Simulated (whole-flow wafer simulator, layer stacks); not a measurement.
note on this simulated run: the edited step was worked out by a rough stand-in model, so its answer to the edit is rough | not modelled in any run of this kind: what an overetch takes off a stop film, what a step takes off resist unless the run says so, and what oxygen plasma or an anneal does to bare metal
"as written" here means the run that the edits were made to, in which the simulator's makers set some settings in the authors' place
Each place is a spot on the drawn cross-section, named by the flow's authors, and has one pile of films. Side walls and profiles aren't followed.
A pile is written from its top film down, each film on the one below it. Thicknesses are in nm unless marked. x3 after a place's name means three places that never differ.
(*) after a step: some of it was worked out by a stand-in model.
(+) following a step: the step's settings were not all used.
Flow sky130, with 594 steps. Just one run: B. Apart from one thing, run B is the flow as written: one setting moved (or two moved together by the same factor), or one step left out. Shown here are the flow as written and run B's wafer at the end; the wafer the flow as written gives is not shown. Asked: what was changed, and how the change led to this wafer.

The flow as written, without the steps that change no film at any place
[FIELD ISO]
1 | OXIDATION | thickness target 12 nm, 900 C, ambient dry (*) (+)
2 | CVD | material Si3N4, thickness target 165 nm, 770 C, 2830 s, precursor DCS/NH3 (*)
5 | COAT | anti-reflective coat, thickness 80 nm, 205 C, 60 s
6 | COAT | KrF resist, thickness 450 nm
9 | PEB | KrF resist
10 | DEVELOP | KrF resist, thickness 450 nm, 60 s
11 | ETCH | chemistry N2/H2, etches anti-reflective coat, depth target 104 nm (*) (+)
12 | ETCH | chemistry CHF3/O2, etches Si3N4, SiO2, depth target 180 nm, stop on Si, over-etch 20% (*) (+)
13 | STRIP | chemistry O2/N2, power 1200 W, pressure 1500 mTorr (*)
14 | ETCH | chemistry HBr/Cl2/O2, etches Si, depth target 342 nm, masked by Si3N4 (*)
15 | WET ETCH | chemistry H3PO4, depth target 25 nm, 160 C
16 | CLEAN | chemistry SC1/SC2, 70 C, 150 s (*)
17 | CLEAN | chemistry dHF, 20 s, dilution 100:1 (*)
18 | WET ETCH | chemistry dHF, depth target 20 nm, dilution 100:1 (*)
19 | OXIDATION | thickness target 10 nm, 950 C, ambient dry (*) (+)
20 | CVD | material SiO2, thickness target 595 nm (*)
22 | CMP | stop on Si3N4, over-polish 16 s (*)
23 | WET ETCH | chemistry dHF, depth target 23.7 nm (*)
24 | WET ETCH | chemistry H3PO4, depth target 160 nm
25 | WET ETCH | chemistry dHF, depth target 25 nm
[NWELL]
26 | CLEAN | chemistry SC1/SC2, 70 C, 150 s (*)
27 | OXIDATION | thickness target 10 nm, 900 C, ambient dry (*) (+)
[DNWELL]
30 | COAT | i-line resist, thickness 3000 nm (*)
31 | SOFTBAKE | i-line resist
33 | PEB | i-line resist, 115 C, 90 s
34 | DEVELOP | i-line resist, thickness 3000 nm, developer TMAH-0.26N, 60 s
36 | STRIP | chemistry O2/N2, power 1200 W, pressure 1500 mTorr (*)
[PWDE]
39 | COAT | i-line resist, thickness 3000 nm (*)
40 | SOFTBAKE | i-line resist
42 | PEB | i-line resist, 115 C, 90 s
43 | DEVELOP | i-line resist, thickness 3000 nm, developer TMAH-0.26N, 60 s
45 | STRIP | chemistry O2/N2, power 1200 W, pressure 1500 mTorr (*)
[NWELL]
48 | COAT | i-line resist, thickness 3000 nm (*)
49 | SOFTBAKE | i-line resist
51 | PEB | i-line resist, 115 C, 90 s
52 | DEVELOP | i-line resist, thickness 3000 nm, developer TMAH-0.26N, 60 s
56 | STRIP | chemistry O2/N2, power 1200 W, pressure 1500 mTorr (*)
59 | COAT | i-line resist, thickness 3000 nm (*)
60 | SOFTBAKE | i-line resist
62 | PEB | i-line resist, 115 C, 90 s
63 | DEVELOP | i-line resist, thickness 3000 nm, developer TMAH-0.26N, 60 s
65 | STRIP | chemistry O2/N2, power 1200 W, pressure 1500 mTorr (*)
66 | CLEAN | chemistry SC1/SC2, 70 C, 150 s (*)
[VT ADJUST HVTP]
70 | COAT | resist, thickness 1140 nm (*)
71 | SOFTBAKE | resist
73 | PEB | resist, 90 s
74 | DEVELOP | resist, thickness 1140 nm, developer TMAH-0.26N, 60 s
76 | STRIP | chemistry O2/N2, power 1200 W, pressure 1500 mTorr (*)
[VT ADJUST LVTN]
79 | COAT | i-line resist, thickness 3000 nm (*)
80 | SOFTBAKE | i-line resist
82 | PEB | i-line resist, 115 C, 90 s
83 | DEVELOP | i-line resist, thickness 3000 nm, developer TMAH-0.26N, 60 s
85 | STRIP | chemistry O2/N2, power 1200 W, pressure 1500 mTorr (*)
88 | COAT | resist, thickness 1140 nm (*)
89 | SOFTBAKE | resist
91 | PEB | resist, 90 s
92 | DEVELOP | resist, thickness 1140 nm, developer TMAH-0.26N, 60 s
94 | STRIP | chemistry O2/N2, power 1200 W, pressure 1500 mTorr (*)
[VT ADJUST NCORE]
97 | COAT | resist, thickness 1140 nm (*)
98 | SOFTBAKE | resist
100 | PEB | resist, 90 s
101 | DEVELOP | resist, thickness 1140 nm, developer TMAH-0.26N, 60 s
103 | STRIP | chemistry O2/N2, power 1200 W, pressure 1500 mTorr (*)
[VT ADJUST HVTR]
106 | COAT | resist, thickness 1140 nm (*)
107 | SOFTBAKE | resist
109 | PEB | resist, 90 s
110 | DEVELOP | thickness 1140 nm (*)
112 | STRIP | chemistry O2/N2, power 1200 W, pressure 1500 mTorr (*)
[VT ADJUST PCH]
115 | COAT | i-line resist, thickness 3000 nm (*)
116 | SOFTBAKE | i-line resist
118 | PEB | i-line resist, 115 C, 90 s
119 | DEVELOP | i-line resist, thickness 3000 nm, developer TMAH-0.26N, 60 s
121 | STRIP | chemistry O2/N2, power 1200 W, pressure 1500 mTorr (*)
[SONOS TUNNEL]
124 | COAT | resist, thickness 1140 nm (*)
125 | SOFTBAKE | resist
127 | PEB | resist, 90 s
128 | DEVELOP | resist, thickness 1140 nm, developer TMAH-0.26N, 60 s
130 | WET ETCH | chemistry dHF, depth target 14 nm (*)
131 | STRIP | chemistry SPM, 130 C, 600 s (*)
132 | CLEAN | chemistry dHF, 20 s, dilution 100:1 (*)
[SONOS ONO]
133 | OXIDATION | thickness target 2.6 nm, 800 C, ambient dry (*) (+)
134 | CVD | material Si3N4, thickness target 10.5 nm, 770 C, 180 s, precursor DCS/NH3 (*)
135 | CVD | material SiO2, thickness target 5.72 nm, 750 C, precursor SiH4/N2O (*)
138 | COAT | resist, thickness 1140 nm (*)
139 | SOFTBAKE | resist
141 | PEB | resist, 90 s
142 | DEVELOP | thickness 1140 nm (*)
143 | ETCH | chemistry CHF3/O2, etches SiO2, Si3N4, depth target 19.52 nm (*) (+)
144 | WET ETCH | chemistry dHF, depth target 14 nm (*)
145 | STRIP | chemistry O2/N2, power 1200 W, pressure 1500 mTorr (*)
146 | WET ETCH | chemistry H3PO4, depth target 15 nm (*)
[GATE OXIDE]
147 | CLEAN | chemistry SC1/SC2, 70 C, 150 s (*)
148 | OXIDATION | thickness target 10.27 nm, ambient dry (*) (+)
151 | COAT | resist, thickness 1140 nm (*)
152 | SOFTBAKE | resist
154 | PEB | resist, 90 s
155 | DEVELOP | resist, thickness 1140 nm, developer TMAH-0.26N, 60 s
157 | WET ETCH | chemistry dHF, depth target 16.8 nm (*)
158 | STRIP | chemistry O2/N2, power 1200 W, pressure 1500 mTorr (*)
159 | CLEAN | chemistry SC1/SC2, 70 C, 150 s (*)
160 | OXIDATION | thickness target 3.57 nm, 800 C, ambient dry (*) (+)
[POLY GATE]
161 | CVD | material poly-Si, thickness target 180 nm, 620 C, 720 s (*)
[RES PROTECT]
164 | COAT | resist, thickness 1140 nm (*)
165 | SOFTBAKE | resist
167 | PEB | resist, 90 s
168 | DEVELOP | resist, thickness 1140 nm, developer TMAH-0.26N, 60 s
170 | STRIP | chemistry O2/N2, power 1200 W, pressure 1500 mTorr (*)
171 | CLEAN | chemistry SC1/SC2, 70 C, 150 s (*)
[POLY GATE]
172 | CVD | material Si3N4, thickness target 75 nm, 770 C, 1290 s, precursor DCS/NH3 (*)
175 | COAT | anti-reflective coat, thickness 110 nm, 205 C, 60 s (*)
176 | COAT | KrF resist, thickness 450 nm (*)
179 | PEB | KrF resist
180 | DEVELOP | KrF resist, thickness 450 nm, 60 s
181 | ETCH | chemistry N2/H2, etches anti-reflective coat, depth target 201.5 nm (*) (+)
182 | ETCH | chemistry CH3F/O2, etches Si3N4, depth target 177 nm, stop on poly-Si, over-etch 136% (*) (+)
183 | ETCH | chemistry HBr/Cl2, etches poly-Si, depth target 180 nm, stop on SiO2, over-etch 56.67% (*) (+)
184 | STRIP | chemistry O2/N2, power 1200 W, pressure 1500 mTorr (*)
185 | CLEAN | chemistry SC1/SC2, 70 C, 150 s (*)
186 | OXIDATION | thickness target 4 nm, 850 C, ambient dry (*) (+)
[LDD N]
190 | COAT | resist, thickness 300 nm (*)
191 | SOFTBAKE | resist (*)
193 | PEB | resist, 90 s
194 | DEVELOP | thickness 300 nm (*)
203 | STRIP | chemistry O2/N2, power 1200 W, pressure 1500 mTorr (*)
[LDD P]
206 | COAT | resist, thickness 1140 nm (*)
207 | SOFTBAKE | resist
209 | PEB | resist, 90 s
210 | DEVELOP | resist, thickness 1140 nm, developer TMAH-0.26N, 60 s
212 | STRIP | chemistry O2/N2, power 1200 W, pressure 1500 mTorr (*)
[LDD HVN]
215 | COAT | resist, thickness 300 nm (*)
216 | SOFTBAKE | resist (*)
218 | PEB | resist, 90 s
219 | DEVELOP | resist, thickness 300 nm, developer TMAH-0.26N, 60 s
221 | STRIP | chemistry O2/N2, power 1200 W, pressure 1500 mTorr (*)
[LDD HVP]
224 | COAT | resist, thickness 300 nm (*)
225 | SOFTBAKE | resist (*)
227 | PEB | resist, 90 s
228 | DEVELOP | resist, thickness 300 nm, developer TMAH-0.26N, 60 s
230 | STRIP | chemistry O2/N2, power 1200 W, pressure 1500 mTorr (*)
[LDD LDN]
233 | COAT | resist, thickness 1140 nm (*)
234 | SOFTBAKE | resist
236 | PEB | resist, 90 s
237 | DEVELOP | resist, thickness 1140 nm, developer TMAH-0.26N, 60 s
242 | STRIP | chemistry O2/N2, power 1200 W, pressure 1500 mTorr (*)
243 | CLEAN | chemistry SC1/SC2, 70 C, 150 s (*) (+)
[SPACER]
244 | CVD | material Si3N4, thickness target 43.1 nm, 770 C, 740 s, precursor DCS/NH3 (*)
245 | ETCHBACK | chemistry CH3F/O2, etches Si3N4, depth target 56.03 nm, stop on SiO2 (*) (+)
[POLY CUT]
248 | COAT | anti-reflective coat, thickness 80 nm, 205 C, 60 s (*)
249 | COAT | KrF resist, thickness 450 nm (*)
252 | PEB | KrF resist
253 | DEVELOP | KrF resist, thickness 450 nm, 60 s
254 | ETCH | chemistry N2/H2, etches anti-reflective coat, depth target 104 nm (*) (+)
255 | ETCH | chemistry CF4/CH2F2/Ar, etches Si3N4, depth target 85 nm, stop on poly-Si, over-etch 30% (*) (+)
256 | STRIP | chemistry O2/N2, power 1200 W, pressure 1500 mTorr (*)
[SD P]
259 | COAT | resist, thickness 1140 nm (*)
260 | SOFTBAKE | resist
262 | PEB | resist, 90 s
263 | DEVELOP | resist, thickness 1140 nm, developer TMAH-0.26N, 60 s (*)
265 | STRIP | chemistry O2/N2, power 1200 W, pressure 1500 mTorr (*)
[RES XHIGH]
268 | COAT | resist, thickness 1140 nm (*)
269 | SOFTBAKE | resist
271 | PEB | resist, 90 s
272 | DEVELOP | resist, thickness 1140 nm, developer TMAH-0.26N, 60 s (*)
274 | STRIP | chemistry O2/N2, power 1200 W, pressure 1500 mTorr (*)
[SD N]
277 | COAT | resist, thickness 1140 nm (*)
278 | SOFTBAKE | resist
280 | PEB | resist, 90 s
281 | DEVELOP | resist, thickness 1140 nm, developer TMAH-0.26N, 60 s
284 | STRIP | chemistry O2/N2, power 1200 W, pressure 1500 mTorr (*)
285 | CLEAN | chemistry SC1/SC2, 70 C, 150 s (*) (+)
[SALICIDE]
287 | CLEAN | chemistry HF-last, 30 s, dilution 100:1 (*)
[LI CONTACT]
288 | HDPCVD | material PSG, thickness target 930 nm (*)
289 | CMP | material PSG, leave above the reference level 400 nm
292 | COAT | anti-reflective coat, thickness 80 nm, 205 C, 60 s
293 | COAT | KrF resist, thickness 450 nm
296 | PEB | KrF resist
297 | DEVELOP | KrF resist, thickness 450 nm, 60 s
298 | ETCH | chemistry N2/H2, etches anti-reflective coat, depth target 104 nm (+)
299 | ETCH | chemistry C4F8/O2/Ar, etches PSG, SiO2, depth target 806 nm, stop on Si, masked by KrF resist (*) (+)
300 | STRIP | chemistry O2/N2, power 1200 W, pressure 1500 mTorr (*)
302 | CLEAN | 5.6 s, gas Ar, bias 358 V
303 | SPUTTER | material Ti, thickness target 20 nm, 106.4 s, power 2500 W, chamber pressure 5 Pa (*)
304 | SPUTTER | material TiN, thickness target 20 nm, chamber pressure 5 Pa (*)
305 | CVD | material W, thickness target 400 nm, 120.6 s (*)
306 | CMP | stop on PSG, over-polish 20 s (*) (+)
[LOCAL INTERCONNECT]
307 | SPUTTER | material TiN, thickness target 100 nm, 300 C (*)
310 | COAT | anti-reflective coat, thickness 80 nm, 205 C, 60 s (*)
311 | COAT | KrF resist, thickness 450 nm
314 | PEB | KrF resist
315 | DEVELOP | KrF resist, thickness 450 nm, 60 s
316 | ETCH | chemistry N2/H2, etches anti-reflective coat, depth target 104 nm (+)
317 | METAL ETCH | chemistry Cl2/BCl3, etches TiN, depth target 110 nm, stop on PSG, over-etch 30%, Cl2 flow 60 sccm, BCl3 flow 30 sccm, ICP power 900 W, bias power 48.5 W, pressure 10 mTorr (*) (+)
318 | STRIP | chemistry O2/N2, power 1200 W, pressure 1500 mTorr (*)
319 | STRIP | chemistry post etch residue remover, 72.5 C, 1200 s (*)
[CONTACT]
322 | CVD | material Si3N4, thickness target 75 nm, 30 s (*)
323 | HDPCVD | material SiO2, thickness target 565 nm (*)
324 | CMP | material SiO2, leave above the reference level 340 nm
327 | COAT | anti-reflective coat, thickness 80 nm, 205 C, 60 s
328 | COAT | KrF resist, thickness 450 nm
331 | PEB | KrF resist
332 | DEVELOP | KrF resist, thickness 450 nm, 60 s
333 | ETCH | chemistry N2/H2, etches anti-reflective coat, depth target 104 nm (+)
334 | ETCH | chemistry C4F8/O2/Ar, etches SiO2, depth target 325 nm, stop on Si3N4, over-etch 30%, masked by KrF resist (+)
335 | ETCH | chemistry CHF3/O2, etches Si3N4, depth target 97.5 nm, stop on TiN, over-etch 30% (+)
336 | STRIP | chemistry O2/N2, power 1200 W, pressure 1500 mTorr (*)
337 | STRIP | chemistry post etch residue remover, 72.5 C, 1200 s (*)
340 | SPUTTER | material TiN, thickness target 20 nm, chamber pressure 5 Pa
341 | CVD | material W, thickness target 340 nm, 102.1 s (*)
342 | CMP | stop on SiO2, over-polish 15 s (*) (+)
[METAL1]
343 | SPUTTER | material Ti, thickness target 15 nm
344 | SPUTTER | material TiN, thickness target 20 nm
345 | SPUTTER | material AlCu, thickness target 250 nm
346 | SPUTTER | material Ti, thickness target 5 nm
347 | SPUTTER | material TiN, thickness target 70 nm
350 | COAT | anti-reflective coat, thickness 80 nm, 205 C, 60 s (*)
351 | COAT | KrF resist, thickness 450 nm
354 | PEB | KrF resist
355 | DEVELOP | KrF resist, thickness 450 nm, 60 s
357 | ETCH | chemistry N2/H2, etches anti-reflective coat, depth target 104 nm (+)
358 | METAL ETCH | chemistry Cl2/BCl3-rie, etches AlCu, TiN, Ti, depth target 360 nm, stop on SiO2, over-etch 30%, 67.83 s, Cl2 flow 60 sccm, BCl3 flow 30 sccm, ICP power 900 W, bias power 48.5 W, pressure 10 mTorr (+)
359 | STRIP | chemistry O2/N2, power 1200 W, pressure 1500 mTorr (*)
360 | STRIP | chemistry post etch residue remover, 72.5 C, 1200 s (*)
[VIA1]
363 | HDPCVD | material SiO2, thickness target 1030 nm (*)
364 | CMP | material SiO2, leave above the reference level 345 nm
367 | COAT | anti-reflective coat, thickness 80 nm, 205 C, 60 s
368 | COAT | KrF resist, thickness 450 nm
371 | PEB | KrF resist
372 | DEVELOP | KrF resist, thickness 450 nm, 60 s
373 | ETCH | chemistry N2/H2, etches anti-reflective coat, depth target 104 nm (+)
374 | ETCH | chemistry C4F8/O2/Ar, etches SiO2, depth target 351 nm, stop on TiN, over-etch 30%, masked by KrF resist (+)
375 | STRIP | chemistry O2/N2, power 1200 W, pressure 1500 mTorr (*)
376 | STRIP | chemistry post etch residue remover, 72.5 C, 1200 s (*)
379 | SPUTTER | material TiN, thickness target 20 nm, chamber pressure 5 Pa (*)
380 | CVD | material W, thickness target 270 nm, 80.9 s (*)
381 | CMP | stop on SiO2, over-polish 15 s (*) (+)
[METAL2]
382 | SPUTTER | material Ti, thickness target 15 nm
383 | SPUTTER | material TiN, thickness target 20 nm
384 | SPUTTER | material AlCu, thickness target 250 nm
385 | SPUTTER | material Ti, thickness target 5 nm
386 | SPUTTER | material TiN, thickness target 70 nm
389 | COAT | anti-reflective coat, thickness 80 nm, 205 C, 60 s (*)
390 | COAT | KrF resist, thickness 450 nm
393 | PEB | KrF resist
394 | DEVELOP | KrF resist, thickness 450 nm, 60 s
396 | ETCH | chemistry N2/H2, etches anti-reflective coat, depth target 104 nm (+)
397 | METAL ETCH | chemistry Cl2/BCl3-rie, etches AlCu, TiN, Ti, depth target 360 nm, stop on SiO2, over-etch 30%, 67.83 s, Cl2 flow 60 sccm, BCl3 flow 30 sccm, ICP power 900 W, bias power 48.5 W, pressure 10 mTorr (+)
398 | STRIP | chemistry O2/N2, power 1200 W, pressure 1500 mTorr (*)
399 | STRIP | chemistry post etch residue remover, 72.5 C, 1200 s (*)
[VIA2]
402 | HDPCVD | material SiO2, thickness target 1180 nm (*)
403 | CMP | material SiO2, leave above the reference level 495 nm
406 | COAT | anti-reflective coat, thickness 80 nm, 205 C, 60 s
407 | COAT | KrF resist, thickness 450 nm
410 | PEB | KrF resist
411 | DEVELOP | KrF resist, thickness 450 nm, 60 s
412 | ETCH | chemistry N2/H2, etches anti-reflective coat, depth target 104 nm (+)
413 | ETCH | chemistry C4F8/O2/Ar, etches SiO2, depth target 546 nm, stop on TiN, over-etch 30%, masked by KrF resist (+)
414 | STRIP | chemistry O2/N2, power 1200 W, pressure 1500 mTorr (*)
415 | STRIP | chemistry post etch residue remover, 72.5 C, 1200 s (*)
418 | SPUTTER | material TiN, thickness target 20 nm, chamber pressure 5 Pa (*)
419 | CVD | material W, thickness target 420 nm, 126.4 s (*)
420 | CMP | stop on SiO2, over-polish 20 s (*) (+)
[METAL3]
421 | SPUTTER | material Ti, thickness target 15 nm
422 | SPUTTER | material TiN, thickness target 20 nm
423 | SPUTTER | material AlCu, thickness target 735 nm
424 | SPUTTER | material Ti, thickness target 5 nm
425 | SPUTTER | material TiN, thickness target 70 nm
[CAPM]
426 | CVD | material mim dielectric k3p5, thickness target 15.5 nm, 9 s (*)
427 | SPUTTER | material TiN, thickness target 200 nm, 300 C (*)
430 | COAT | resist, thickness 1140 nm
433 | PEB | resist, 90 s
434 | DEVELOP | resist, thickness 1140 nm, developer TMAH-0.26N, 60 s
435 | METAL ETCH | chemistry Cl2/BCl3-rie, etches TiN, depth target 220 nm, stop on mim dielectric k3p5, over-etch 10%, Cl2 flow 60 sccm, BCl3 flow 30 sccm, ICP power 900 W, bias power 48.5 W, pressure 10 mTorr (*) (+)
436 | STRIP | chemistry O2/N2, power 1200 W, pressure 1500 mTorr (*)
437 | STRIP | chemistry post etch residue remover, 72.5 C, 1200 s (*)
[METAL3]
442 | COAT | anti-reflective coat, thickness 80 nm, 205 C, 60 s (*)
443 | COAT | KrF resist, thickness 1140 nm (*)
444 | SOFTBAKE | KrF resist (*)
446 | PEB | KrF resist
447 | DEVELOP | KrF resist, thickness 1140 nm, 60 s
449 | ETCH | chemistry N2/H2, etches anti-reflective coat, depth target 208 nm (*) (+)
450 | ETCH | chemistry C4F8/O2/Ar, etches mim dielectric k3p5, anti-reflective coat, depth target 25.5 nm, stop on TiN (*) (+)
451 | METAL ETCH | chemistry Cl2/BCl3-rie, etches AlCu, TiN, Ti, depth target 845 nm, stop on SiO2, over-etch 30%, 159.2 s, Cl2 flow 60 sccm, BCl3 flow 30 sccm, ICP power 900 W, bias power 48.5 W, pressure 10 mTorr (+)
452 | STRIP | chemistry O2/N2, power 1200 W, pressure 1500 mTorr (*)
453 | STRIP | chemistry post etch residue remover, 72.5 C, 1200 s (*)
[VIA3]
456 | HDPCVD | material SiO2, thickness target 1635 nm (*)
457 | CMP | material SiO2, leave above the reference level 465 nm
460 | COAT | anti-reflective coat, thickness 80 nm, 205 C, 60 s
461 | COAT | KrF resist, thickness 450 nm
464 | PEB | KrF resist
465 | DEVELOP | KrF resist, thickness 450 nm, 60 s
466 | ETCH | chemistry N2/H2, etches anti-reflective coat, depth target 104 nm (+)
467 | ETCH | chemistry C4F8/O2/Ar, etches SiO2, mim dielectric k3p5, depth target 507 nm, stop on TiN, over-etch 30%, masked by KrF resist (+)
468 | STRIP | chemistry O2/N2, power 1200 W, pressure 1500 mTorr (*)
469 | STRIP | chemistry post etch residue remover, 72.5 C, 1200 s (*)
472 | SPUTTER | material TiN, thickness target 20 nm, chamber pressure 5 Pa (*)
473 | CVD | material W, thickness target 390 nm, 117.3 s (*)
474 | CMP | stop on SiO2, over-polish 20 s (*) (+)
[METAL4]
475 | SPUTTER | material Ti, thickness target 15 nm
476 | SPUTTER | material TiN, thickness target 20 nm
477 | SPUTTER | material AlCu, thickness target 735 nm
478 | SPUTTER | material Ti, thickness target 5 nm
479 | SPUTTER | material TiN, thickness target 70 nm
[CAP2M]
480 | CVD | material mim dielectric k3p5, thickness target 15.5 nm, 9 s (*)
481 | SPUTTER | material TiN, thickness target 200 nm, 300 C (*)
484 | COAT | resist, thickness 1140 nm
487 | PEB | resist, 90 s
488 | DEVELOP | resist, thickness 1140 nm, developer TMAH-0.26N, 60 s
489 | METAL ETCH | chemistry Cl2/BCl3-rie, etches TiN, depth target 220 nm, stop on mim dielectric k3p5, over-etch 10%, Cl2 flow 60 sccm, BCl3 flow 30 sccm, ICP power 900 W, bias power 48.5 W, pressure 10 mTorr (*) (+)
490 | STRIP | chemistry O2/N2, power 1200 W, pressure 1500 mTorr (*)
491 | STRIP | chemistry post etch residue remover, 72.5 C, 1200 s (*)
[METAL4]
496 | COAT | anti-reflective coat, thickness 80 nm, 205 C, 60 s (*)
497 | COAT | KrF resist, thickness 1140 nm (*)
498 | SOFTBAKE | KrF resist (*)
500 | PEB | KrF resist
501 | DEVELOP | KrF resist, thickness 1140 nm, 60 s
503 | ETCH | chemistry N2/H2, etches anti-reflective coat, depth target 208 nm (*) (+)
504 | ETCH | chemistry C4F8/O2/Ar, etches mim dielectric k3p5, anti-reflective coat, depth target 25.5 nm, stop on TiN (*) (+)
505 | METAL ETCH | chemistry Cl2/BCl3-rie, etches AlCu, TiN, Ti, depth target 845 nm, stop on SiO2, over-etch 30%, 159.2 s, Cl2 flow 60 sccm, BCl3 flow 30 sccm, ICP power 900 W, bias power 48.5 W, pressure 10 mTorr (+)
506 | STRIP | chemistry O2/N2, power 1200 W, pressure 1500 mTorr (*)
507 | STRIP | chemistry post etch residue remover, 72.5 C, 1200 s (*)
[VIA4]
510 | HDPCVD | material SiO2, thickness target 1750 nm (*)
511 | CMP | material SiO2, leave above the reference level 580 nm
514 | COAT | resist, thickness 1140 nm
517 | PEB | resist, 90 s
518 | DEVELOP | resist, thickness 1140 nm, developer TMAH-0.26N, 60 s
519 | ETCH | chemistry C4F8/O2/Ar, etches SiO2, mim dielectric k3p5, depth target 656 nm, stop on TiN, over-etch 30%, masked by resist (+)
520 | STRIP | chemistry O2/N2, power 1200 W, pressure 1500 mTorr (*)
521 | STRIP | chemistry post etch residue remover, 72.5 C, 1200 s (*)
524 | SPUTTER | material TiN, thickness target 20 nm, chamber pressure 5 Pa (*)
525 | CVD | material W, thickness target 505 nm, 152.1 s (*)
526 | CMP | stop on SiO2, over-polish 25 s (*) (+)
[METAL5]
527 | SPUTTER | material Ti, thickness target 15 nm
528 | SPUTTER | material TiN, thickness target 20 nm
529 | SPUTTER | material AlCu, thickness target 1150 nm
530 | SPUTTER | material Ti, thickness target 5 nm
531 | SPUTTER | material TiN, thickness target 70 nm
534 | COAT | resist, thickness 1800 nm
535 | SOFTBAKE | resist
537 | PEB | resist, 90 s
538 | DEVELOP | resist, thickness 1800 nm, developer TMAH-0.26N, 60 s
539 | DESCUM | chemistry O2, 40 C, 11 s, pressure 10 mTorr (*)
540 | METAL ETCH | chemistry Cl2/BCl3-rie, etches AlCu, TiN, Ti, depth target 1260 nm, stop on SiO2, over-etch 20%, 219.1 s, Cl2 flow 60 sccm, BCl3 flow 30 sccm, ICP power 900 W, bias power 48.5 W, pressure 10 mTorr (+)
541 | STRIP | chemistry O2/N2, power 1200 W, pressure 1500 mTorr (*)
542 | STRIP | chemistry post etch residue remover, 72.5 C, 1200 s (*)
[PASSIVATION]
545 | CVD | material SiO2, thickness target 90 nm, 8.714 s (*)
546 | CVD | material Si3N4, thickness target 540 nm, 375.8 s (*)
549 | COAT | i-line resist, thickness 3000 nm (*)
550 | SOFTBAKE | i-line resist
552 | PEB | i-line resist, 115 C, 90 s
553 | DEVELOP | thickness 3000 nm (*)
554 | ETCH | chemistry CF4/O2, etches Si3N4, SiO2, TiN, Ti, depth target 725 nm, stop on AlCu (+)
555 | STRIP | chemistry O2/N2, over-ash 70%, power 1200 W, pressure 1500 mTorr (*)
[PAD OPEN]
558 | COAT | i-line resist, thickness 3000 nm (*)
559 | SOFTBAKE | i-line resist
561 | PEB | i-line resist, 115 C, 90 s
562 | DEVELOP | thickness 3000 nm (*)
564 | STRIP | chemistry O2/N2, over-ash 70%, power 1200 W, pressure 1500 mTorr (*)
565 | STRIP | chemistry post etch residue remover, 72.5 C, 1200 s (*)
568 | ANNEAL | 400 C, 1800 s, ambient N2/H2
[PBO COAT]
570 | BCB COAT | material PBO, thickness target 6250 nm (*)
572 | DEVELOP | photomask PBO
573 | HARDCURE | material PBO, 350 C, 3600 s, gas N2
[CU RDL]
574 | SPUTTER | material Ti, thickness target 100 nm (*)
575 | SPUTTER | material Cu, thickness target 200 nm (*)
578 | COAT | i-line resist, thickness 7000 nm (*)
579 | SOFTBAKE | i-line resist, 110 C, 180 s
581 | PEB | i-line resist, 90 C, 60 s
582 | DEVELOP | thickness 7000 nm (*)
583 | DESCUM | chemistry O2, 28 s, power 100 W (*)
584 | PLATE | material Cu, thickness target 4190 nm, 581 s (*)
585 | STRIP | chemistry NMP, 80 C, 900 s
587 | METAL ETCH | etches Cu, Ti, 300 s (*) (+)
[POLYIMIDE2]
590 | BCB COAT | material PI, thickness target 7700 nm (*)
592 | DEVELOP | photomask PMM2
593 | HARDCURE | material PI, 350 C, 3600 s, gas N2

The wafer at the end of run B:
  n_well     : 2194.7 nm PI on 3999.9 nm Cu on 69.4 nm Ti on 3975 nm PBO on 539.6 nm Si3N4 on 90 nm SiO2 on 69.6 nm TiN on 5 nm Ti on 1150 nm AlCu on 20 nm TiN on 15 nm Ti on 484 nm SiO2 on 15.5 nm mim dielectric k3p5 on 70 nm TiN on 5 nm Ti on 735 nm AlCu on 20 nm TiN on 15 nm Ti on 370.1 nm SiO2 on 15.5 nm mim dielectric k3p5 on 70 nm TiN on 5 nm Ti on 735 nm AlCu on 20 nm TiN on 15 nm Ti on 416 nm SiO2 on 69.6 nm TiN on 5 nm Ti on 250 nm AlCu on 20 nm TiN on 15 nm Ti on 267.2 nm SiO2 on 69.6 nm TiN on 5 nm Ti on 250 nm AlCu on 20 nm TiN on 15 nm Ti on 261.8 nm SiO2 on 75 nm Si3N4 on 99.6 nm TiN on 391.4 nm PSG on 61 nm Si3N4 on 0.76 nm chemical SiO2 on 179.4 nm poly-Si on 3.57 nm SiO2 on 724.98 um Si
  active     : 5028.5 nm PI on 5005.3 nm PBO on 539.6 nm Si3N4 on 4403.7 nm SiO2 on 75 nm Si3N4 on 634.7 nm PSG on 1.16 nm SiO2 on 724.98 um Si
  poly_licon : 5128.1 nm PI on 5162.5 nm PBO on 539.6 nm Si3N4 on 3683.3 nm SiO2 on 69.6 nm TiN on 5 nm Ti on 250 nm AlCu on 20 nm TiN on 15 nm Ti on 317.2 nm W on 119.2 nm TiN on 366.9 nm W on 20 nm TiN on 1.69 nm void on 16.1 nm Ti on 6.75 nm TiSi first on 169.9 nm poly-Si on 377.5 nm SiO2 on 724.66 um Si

What caused this: step 574, SPUTTER: thickness target 69.4 nm was run, though the flow has thickness target 100 nm.
The wafer itself shows it: n_well has Ti 69.4, and step 574 as written asks for 100 nm.

The path from the change to this, step by step:
  574 | SPUTTER | material Ti, thickness target 100 nm (*)
      field, active, n_well and 190 more: Ti gains 69.4 (new film) (in the flow as written it would be: Ti gains 100 (new film))
  579 | SOFTBAKE | i-line resist, 110 C, 180 s
      hv_encl: i-line resist loses 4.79 (in the flow as written it would be: i-line resist loses 2.19)
  587 | METAL ETCH | etches Cu, Ti, 300 s (*) (+)
      field, active, gate and 167 more: Cu loses 200 (all of it), Ti loses 69.4 (all of it) (in the flow as written it would be: Cu loses 200 (all of it), Ti loses 100 (all of it))
  590 | BCB COAT | material PI, thickness target 7700 nm (*)
      de16_gate_nw: PI gains 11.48 um (new film) (in the flow as written it would be: PI gains 11.5 um (new film))
